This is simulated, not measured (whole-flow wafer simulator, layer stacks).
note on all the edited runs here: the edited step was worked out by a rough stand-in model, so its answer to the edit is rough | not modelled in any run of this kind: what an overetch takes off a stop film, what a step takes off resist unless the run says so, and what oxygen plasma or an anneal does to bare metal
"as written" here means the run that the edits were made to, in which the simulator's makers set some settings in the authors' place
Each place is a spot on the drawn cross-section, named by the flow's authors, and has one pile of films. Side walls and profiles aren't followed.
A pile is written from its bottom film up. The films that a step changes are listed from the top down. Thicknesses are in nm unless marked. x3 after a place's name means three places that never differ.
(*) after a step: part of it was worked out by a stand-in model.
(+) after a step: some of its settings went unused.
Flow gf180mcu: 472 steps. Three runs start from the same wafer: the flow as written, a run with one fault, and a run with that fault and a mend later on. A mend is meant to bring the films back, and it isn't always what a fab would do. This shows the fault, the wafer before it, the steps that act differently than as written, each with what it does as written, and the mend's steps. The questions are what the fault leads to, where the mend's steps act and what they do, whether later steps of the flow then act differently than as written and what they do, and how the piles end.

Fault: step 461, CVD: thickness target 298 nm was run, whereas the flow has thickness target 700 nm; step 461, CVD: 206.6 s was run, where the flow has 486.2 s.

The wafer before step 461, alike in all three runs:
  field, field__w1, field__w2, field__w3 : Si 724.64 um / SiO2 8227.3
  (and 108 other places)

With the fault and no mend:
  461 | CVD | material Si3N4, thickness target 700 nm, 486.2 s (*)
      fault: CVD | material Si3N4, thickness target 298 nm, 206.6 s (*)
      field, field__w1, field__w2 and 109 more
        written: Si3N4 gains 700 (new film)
        fault: Si3N4 gains 297.6 (new film)
  Later steps of the flow acting differently than as written (not shown: 4 more steps that differ only slightly, by at most 2% or 0.5 nm, whichever is larger):
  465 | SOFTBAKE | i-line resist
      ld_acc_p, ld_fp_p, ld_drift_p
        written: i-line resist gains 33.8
        fault: i-line resist gains 31.6
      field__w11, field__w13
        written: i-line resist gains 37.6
        fault: i-line resist gains 35.5
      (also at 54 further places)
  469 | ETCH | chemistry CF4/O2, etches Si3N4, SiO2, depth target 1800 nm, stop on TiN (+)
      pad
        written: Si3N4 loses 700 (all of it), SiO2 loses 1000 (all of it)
        fault: Si3N4 loses 297.6 (all of it), SiO2 loses 1000 (all of it)
  The piles end different from the flow's at field, field__w1, field__w2 and 108 more by more than 2% or 0.5 nm, whichever is larger.
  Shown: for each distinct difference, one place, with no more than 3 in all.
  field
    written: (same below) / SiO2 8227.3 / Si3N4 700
    fault: (same below) / SiO2 8227.3 / Si3N4 297.6
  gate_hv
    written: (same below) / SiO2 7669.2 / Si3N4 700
    fault: (same below) / SiO2 7669.2 / Si3N4 297.6
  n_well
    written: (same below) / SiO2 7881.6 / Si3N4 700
    fault: (same below) / SiO2 7881.6 / Si3N4 297.6

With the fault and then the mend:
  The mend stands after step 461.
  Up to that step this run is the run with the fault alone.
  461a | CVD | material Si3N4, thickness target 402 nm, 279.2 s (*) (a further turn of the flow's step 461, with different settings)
      field, field__w1, field__w2 and 109 more
        Si3N4 gains 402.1
  Every later step of the flow that is run acts as written, at every place that is followed, to within 2% or 0.5 nm, whichever is larger.
  The piles end only slightly different from the flow's at the places that both follow, by no more than 2% or 0.5 nm, whichever is larger.
